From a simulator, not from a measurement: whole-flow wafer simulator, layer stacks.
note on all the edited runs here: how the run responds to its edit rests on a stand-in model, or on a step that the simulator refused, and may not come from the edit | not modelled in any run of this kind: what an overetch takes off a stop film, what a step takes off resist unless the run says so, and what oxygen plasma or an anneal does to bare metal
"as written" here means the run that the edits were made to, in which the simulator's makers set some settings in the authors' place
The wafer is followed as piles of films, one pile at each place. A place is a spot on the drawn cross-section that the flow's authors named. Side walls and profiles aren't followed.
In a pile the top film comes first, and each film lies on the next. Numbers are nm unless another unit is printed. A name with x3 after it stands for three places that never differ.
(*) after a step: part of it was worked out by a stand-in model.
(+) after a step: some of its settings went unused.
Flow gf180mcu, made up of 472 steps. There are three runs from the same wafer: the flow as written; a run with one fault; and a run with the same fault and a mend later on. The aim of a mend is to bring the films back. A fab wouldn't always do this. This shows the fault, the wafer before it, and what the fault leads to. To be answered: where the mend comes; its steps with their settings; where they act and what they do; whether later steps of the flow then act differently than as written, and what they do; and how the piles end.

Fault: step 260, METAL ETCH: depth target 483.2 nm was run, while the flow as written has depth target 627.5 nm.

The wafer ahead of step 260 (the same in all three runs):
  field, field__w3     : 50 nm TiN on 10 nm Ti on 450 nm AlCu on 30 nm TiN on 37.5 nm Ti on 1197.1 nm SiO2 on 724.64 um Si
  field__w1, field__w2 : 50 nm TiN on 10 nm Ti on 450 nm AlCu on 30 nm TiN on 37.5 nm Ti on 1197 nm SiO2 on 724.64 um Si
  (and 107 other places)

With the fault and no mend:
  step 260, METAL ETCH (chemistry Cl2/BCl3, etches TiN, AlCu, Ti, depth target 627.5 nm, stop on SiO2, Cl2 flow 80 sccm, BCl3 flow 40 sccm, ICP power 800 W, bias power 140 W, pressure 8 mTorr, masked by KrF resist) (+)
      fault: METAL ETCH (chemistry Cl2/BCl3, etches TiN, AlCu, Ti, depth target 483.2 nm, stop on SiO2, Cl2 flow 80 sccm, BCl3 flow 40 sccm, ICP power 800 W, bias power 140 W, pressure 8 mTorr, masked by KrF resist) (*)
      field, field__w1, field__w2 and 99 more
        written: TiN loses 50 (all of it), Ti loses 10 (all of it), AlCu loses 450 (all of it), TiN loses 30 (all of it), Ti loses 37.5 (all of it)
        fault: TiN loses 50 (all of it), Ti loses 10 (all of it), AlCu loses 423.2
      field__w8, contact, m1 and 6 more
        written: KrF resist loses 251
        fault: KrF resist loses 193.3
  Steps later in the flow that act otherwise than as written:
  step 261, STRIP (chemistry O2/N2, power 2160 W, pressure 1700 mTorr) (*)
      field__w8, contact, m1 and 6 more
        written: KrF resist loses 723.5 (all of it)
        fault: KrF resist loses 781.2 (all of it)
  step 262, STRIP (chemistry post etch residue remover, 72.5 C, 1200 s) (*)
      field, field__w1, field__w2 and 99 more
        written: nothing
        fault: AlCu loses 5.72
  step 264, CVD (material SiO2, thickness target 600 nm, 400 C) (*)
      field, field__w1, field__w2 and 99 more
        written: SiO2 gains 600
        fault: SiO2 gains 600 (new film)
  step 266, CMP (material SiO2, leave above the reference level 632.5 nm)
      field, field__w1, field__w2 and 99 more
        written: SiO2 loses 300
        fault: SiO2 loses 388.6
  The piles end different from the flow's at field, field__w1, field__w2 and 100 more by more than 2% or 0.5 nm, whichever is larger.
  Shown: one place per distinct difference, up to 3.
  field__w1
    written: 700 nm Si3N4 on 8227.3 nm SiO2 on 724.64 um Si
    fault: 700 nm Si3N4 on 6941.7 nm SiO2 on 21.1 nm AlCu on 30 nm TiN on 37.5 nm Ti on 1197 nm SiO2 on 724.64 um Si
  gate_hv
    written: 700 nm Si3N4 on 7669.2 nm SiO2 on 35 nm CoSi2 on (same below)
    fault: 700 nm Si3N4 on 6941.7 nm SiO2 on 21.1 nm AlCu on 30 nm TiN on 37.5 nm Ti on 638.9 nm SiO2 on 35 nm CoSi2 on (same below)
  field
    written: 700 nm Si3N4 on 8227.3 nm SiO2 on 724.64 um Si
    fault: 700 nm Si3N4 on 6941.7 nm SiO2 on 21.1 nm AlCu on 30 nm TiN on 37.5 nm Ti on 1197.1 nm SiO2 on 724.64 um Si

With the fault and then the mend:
  After step 262 comes the mend.
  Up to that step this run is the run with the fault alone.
  step 262a, DEHYDRATE (200 C, 60 s) (a further turn of the flow's step 253)
      does not change any film at any place that is followed
  step 262b, HMDS (120 C, 60 s) (a further turn of the flow's step 254)
      does not change any film at any place that is followed
  step 262c, COAT (KrF resist, thickness 1000 nm) (*) (a further turn of the flow's step 255)
      iso_ptap_pw, iso_ntap_nw, iso_nw_fld and 33 more
        KrF resist gains 1000 (new film)
      field_sub, field_sub__w1, field_sub__w2 and 12 more
        KrF resist gains 1002.8 (new film)
      field__w11, field__w13, p_well and 8 more
        KrF resist gains 1003.2 (new film)
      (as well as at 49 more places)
  step 262d, SOFTBAKE (KrF resist) (a further turn of the flow's step 256)
      does not change any film at any place that is followed
  step 262e, EXPOSE (photomask Metal1) (a further turn of the flow's step 257)
      does not change any film at any place that is followed
  step 262f, PEB (KrF resist, 135 C, 90 s) (a further turn of the flow's step 258)
      field__w1, field__w2, field__w3 and 56 more
        KrF resist loses 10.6
      iso_ptap_pw, iso_ntap_nw, iso_nw_fld and 33 more
        KrF resist loses 10.5
      gate_hv, sd_p
        KrF resist loses 10.7
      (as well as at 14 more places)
  step 262g, DEVELOP (thickness 1000 nm, 60 s) (a further turn of the flow's step 259)
      iso_ptap_pw, iso_ntap_nw, iso_nw_fld and 33 more
        KrF resist loses 989.5 (all of it)
      field_sub, field_sub__w1, field_sub__w2 and 9 more
        KrF resist loses 992.2 (all of it)
      field__w13, p_well, sti and 7 more
        KrF resist loses 992.6 (all of it)
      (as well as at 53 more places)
  step 262h, METAL ETCH (chemistry Cl2/BCl3, etches TiN, AlCu, Ti, depth target 144.3 nm, stop on SiO2, Cl2 flow 80 sccm, BCl3 flow 40 sccm, ICP power 800 W, bias power 140 W, pressure 8 mTorr, masked by KrF resist) (+) (a further turn of the flow's step 260, with different settings)
      field, field__w1, field__w2 and 99 more
        AlCu loses 21.1 (all of it), TiN loses 30 (all of it), Ti loses 37.5 (all of it)
      field__w8, contact, m1 and 6 more
        KrF resist loses 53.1
  step 262i, STRIP (chemistry O2/N2, power 2160 W, pressure 1700 mTorr) (*) (a further turn of the flow's step 261)
      field__w8
        KrF resist loses 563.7 (all of it)
      contact
        KrF resist loses 561.6 (all of it)
      m1
        KrF resist loses 564.5 (all of it)
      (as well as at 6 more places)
  step 262j, STRIP (chemistry post etch residue remover, 72.5 C, 1200 s) (*) (a further turn of the flow's step 262)
      field__w8, contact, m1 and 6 more
        TiN loses 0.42
  Every later step of the flow that is run acts as written, at every place that is followed, to within 2% or 0.5 nm, whichever is larger.
  The piles end only slightly different from the flow's at the places that both follow, by no more than 2% or 0.5 nm, whichever is larger.
